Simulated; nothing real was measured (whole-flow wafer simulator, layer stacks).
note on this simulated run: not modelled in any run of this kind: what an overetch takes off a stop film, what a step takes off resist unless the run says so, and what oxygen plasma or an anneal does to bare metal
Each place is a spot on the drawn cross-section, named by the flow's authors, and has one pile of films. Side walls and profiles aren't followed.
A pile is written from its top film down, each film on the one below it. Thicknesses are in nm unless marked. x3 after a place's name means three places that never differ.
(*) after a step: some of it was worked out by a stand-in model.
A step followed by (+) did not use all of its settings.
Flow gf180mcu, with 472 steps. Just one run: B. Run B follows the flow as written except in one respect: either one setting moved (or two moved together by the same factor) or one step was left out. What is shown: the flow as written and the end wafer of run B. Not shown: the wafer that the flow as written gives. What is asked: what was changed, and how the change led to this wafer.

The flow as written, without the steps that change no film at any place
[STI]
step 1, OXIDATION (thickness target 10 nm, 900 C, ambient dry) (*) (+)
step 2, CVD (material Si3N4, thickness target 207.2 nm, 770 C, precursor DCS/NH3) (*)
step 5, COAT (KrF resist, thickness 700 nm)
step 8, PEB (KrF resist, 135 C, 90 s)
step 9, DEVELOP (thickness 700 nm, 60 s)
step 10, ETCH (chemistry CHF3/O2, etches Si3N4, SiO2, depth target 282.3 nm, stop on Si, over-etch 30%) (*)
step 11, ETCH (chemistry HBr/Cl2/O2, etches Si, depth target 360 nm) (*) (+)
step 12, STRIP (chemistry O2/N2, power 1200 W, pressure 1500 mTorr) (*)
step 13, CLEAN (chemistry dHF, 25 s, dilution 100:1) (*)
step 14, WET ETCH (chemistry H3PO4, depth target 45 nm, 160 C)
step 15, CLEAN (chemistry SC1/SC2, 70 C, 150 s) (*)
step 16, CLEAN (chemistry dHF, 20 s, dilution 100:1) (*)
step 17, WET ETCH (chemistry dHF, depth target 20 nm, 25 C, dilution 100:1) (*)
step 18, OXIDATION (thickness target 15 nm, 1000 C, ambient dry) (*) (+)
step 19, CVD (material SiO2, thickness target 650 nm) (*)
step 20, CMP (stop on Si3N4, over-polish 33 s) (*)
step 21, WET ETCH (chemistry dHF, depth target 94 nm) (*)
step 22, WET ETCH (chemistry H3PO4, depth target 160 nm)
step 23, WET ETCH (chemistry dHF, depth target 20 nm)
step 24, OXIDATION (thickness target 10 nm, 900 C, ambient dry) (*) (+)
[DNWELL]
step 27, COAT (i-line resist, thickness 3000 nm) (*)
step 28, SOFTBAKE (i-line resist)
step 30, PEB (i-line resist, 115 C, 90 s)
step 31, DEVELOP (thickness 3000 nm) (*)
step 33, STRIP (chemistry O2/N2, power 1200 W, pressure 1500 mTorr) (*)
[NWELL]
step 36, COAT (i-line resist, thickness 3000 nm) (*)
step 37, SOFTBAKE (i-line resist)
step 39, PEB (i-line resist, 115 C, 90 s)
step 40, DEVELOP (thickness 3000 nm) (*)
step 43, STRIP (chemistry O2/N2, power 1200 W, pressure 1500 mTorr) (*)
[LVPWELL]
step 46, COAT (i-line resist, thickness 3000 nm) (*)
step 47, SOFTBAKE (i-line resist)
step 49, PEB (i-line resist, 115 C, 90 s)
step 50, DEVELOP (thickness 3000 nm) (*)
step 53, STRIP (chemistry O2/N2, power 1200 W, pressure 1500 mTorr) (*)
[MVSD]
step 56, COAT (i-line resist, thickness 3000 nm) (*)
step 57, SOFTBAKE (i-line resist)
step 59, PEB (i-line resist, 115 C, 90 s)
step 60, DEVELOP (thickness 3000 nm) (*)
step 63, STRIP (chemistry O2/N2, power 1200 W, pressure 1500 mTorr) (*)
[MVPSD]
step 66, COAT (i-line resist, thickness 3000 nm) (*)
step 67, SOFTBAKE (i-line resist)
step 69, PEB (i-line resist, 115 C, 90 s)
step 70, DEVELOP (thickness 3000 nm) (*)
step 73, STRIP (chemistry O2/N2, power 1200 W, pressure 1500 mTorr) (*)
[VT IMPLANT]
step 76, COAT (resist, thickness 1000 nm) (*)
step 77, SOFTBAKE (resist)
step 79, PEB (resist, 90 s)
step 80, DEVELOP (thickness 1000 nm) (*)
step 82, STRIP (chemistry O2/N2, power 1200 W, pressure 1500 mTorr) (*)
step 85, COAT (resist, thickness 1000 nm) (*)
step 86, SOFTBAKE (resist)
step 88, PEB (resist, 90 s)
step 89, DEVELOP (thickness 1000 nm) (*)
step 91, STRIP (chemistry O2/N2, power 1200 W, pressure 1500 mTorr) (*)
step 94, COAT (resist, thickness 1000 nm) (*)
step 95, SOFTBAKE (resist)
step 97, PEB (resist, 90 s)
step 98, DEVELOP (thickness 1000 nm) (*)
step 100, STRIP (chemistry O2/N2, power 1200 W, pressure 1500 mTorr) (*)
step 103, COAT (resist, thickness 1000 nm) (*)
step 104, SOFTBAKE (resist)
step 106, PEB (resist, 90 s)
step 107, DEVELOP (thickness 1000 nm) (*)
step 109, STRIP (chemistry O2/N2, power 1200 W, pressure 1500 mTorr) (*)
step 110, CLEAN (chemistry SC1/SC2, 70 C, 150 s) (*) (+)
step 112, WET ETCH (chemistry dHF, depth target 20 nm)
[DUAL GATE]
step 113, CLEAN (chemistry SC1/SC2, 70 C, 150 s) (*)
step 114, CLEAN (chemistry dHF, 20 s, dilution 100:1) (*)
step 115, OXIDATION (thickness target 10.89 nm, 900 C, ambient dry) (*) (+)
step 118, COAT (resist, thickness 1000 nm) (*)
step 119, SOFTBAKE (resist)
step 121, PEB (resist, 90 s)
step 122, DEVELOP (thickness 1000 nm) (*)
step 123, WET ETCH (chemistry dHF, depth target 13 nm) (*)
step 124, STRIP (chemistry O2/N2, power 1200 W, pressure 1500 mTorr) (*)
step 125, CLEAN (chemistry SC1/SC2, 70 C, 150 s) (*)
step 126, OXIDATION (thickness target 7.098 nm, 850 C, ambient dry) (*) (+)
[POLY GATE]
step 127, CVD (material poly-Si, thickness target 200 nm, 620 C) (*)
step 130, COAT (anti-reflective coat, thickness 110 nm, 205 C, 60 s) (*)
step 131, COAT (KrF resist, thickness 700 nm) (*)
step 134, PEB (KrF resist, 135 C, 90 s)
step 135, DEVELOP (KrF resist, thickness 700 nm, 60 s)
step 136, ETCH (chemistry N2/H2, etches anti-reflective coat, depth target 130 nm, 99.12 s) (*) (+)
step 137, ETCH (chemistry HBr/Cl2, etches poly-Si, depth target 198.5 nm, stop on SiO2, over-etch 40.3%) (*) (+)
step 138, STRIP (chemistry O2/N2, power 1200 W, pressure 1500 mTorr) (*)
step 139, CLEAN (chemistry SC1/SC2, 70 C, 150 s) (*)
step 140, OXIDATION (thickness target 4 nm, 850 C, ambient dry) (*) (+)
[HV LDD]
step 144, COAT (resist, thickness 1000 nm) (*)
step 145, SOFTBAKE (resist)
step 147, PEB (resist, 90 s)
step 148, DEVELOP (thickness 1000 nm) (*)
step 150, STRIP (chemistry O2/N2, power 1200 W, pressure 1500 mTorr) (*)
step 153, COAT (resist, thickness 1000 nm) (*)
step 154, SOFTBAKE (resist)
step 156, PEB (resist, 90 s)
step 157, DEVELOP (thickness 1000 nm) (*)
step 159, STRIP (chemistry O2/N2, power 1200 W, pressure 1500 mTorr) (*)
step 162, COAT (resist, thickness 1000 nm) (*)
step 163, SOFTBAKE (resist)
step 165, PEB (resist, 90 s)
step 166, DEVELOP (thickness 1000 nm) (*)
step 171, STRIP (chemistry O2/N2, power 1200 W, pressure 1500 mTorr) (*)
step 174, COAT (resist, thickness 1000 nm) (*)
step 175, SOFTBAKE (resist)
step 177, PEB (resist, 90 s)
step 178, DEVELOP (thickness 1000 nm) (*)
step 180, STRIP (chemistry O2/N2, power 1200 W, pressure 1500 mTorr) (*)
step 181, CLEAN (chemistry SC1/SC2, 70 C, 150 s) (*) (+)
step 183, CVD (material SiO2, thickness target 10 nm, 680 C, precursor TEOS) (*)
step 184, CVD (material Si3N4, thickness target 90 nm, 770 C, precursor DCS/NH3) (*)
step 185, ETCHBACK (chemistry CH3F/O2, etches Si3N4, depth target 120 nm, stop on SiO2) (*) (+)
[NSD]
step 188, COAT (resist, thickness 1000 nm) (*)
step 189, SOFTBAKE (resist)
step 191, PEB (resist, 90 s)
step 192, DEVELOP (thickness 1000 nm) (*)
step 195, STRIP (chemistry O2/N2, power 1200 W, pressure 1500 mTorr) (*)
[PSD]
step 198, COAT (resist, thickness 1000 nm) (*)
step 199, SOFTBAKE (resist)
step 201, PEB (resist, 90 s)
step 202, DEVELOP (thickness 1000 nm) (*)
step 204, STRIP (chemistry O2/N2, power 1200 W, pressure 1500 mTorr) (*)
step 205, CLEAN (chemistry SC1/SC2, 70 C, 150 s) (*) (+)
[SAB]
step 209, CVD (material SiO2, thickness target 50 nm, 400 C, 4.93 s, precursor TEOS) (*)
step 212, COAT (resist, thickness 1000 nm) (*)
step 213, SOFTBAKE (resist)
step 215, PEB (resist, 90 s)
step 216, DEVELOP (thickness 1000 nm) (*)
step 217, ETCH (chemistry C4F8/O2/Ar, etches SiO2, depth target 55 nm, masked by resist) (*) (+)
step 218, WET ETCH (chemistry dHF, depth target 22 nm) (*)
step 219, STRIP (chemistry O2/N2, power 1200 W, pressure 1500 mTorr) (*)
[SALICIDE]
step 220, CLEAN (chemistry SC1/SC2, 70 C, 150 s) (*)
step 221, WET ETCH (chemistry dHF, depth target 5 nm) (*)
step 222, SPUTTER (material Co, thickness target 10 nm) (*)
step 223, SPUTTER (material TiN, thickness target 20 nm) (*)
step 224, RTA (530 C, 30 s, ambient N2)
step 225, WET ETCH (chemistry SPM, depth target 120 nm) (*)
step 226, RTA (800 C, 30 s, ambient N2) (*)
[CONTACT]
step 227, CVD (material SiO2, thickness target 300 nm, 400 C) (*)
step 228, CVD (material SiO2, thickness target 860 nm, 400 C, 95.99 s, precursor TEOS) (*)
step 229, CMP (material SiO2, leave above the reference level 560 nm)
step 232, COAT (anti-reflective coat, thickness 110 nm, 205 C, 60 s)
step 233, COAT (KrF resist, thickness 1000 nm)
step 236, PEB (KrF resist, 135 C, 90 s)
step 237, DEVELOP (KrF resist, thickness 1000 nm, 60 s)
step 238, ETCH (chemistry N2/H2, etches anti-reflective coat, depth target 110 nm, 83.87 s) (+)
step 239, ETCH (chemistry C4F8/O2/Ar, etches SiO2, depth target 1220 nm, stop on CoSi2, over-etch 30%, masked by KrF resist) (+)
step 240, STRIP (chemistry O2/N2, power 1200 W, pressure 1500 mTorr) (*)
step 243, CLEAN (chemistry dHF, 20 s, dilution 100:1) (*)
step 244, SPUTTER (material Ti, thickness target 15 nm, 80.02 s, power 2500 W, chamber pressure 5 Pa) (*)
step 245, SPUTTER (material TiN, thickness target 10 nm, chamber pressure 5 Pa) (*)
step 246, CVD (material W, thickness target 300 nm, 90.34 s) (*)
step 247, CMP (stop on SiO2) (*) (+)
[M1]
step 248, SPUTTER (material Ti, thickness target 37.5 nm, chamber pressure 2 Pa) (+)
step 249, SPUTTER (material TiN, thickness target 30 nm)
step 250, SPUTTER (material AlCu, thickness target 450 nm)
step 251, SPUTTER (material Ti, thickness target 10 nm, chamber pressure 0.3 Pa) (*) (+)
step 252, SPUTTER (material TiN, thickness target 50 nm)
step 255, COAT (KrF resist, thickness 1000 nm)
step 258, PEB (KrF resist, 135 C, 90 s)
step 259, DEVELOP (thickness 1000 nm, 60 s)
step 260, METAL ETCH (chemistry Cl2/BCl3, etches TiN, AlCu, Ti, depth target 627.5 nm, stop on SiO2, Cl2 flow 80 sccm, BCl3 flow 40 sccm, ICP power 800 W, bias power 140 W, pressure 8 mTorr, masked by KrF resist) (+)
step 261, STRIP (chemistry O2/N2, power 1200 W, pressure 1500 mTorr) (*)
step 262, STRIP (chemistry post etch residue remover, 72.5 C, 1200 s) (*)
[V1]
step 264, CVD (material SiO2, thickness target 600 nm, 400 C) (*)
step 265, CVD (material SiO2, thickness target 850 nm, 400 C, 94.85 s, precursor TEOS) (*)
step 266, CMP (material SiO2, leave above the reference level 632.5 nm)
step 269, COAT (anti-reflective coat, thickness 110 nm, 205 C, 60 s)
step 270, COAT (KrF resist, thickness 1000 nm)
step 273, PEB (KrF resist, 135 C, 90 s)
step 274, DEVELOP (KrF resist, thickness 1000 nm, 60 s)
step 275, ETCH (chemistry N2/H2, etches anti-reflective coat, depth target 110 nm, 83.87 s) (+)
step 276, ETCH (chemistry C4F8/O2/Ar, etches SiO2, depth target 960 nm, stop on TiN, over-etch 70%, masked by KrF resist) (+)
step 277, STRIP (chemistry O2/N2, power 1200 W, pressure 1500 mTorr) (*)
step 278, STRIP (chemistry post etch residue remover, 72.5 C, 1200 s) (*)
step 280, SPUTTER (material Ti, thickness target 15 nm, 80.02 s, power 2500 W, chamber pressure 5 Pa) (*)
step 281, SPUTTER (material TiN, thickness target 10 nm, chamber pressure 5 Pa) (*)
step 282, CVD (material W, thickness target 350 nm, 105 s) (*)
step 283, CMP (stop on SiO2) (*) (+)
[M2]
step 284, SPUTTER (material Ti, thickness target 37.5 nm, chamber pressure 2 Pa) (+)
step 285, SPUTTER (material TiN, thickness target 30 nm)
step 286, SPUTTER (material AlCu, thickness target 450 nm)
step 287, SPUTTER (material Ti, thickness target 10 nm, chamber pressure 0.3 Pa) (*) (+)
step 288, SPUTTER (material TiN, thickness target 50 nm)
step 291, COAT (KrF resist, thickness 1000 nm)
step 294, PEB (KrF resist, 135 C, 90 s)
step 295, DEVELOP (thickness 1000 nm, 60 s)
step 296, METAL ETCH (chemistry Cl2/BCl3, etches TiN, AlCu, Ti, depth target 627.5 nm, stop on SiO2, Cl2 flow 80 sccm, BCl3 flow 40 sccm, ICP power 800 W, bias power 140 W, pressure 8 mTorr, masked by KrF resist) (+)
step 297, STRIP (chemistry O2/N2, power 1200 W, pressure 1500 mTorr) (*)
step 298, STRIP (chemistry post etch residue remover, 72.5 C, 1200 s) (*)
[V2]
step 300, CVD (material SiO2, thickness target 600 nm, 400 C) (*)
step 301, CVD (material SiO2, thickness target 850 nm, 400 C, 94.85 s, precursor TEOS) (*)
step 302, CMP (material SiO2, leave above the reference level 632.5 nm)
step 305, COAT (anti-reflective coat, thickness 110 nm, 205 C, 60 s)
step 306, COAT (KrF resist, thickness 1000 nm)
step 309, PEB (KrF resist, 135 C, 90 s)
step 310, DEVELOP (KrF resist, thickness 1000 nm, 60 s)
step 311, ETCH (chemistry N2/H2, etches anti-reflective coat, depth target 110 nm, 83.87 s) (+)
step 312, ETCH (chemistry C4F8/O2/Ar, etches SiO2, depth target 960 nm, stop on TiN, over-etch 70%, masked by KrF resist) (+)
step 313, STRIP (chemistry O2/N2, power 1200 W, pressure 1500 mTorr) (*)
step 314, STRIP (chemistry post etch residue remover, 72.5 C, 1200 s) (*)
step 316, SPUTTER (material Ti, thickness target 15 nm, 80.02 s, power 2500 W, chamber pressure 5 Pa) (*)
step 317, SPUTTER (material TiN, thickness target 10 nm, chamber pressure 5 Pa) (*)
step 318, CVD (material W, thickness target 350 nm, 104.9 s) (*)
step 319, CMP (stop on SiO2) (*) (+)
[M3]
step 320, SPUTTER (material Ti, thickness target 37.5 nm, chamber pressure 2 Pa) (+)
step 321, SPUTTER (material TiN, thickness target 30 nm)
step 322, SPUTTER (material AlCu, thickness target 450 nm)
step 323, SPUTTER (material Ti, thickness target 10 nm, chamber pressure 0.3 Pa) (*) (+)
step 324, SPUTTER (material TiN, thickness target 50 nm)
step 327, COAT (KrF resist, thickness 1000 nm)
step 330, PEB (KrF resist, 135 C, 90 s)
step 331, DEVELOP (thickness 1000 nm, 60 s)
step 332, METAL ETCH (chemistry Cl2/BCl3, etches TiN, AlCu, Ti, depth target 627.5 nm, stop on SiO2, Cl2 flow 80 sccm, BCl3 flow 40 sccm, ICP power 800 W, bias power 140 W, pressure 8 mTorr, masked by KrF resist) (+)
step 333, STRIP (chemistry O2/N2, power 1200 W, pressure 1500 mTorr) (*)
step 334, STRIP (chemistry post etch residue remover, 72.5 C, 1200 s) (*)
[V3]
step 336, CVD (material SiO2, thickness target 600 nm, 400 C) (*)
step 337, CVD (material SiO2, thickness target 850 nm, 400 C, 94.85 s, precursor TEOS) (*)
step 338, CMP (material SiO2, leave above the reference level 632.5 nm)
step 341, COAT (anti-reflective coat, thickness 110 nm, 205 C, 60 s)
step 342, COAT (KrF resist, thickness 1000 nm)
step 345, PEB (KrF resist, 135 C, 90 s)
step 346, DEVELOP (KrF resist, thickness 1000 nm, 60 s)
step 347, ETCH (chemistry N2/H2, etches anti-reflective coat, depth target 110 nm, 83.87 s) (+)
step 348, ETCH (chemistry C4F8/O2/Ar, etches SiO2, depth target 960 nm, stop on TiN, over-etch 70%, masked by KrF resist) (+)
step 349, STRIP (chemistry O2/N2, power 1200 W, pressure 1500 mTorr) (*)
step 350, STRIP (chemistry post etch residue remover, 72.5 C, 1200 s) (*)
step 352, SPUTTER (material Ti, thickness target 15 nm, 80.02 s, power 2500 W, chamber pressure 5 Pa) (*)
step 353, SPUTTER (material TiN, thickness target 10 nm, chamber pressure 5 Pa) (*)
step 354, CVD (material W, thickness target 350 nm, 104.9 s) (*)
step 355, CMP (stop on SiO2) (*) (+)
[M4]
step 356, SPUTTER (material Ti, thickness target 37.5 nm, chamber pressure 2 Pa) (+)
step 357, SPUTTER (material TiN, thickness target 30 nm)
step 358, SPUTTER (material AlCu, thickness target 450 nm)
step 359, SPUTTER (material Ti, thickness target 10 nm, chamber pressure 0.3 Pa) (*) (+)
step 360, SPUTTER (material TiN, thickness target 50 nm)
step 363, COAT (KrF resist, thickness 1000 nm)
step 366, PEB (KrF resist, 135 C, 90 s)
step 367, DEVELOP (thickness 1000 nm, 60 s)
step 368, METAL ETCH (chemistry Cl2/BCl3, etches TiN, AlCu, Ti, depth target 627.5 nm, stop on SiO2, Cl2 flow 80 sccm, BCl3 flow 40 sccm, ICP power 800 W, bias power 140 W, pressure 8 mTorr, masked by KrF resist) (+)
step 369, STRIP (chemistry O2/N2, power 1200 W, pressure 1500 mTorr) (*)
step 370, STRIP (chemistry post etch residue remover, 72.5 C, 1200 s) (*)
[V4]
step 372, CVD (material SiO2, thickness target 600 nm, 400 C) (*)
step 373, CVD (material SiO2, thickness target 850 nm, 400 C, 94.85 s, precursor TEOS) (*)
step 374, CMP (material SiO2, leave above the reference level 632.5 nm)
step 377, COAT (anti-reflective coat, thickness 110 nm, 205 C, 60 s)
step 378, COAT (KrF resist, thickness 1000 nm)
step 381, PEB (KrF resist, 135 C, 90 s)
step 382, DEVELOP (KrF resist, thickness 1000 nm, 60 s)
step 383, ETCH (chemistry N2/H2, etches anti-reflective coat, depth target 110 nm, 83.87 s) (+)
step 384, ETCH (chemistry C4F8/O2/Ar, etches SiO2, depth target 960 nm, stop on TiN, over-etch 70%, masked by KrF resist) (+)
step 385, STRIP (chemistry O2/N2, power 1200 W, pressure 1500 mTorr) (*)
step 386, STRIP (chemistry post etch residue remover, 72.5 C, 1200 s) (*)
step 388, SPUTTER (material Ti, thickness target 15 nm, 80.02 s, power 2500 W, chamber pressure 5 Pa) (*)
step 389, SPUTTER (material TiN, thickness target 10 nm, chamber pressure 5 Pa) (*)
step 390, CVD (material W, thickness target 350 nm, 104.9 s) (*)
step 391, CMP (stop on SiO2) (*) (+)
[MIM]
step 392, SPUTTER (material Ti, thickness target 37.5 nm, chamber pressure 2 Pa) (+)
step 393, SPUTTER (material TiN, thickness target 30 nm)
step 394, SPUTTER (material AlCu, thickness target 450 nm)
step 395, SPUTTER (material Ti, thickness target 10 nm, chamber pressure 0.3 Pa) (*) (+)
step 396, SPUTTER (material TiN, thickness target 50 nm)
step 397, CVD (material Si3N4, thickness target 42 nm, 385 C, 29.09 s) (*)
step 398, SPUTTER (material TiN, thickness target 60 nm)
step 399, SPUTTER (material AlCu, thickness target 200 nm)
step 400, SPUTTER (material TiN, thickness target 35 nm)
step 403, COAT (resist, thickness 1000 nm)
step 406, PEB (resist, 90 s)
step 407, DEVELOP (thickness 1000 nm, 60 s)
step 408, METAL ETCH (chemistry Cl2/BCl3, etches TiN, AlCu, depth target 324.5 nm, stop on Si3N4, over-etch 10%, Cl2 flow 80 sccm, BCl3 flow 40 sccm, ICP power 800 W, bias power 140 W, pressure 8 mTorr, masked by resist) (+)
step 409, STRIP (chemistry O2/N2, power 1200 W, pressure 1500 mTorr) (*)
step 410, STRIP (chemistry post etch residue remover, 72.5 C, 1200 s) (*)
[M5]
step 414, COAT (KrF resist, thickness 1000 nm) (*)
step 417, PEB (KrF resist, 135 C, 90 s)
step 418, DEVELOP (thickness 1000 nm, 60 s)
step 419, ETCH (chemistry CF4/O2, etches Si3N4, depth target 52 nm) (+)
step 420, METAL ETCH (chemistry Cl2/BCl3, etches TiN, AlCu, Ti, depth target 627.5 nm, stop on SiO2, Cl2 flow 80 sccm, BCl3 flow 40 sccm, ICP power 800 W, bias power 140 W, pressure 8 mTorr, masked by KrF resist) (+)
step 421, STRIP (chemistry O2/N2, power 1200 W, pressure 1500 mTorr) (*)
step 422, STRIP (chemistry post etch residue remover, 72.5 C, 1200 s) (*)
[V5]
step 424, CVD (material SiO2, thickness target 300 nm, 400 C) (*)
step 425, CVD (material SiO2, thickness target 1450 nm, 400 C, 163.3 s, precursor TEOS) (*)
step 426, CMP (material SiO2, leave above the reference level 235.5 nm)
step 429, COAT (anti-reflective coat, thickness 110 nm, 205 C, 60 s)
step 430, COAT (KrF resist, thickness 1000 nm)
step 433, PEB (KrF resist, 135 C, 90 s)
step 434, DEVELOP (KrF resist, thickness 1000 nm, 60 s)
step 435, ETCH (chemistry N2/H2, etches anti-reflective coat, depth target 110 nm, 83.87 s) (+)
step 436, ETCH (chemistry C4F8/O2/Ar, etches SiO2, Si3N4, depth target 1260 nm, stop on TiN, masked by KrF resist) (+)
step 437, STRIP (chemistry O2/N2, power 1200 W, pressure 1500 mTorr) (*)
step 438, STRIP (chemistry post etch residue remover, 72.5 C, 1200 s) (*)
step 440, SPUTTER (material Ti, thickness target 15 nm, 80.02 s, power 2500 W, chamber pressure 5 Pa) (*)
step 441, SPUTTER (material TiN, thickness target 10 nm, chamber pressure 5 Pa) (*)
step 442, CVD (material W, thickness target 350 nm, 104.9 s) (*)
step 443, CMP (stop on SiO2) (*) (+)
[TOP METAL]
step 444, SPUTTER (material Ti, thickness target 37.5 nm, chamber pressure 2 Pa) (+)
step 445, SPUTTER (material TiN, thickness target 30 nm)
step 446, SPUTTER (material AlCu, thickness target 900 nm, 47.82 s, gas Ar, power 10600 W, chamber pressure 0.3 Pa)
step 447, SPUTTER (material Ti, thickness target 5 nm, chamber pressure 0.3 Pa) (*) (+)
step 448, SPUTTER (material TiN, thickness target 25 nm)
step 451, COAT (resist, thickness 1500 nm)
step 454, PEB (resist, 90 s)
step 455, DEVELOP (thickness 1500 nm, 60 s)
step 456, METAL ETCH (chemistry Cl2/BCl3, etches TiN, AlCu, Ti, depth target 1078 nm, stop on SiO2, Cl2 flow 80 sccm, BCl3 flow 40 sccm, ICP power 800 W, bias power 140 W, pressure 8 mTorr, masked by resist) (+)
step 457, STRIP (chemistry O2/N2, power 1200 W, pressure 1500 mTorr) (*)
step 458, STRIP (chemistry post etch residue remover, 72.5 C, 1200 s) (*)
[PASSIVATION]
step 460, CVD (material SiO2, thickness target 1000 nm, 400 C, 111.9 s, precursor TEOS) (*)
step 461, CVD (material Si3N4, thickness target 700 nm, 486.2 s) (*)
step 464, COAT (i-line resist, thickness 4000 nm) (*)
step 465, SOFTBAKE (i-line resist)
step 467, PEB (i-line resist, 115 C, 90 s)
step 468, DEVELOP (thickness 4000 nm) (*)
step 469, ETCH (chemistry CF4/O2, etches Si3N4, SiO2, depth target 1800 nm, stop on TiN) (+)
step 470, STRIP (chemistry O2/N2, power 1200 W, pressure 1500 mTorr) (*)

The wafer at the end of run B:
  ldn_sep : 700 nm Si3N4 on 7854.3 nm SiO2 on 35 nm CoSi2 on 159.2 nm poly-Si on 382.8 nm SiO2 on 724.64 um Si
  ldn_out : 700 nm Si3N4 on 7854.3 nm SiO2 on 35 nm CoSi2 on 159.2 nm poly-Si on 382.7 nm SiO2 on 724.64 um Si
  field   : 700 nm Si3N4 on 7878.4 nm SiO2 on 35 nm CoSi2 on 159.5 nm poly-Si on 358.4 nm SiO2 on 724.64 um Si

The reason: step 137, ETCH: chemistry HBr/Cl2, etches poly-Si, depth target 198.5 nm, stop on SiO2, over-etch 40.3% (*) (+), was not run.

How this came from the change, step by step:
  step 138, STRIP (chemistry O2/N2, power 1200 W, pressure 1500 mTorr) (*)
      field, field__w1, field__w2 and 61 more: chemical SiO2 gains 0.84 (new film), poly-Si loses 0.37 (in the flow as written it would be: nothing)
      gate: chemical SiO2 gains 0.64 (new film), KrF resist loses 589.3 (all of it), anti-reflective coat loses 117 (all of it), poly-Si loses 0.28 (in the flow as written it would be: chemical SiO2 gains 0.62 (new film), KrF resist loses 496.5 (all of it), anti-reflective coat loses 117 (all of it), poly-Si loses 0.27)
      (as well as at 27 more places)
  step 139, CLEAN (chemistry SC1/SC2, 70 C, 150 s) (*)
      field, field__w1, field__w2 and 34 more: chemical SiO2 loses 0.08, poly-Si loses 0.26 (in the flow as written it would be: SiO2 loses 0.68)
  step 140, OXIDATION (thickness target 4 nm, 850 C, ambient dry) (*) (+)
      field, field__w1, field__w2 and 21 more: SiO2 gains 4 (new film), chemical SiO2 loses 0.76 (all of it), poly-Si loses 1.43 (in the flow as written it would be: SiO2 gains 0.15, Si loses 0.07)
      active_hv, active_nat, ld_sd_n and 11 more: SiO2 gains 4 (new film), chemical SiO2 loses 0.76 (all of it), poly-Si loses 1.43 (in the flow as written it would be: SiO2 gains 0.96, Si loses 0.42)
      (as well as at 26 more places)
  step 144, COAT (resist, thickness 1000 nm) (*)
      polyc_n, polyc_p: resist gains 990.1 (new film) (in the flow as written it would be: resist gains 817.8 (new film))
      field__w1: resist gains 990.3 (new film) (in the flow as written it would be: resist gains 1018.2 (new film))
      (as well as at 75 more places)
  step 145, SOFTBAKE (resist)
      field__w3, ldp_fld__w2: nothing (in the flow as written it would be: resist gains 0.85)
      ldn_tap, ldp_tap: nothing (in the flow as written it would be: resist gains 1.43)
      (as well as at 65 more places)
  step 147, PEB (resist, 90 s)
      field__w11, field__w13, mim: resist loses 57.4 (in the flow as written it would be: resist loses 59.9)
      active, n_well: resist loses 57.7 (in the flow as written it would be: resist loses 59.3)
      (as well as at 75 more places)
  step 148, DEVELOP (thickness 1000 nm) (*)
      field__w7: resist loses 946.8 (all of it) (in the flow as written it would be: resist loses 990.3 (all of it))
      field__w9: resist loses 947.5 (all of it) (in the flow as written it would be: resist loses 975.4 (all of it))
      (as well as at 9 more places)
  step 150, STRIP (chemistry O2/N2, power 1200 W, pressure 1500 mTorr) (*)
      field__w11, field__w13: resist loses 946.8 (all of it) (in the flow as written it would be: resist loses 987.1 (all of it))
      field__w1: resist loses 933.7 (all of it) (in the flow as written it would be: resist loses 961.2 (all of it))
      (as well as at 65 more places)
  step 153, COAT (resist, thickness 1000 nm) (*)
      polyc_n, polyc_p: resist gains 990.1 (new film) (in the flow as written it would be: resist gains 817.8 (new film))
      field__w1: resist gains 990.3 (new film) (in the flow as written it would be: resist gains 1018.2 (new film))
      (as well as at 75 more places)
  step 154, SOFTBAKE (resist)
      field__w3, ldp_fld__w2: nothing (in the flow as written it would be: resist gains 0.85)
      ldn_tap, ldp_tap: nothing (in the flow as written it would be: resist gains 1.43)
      (as well as at 65 more places)
  step 156, PEB (resist, 90 s)
      field__w11, field__w13, mim: resist loses 57.4 (in the flow as written it would be: resist loses 59.9)
      active, n_well: resist loses 57.7 (in the flow as written it would be: resist loses 59.3)
      (as well as at 75 more places)
  step 157, DEVELOP (thickness 1000 nm) (*)
      field__w11: resist loses 946.8 (all of it) (in the flow as written it would be: resist loses 987.1 (all of it))
      field__w12: resist loses 947.6 (all of it) (in the flow as written it would be: resist loses 990.5 (all of it))
      (as well as at 10 more places)
  step 159, STRIP (chemistry O2/N2, power 1200 W, pressure 1500 mTorr) (*)
      field__w1: resist loses 933.7 (all of it) (in the flow as written it would be: resist loses 961.2 (all of it))
      field__w2: resist loses 934.6 (all of it) (in the flow as written it would be: resist loses 975.9 (all of it))
      (as well as at 65 more places)
  step 162, COAT (resist, thickness 1000 nm) (*)
      polyc_n, polyc_p: resist gains 990.1 (new film) (in the flow as written it would be: resist gains 817.8 (new film))
      field__w1: resist gains 990.3 (new film) (in the flow as written it would be: resist gains 1018.2 (new film))
      (as well as at 75 more places)
  step 163, SOFTBAKE (resist)
      field__w3, ldp_fld__w2: nothing (in the flow as written it would be: resist gains 0.85)
      ldn_tap, ldp_tap: nothing (in the flow as written it would be: resist gains 1.43)
      (as well as at 65 more places)
  step 165, PEB (resist, 90 s)
      field__w11, field__w13, mim: resist loses 57.4 (in the flow as written it would be: resist loses 59.9)
      active, n_well: resist loses 57.7 (in the flow as written it would be: resist loses 59.3)
      (as well as at 75 more places)
  ... 35 other steps ...
  step 246, CVD (material W, thickness target 300 nm, 90.34 s) (*)
      polyc_n, polyc_p: W gains 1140 (new film) (in the flow as written it would be: W gains 936 (new film))
Taking metal films that touch as one body, ldn_sep has 1 body; the flow as written gives 0 bodies.
Taking metal films that touch as one body, ldn_out has 1 body; the flow as written gives 0 bodies.
Taking metal films that touch as one body, field has 1 body; the flow as written gives 0 bodies.
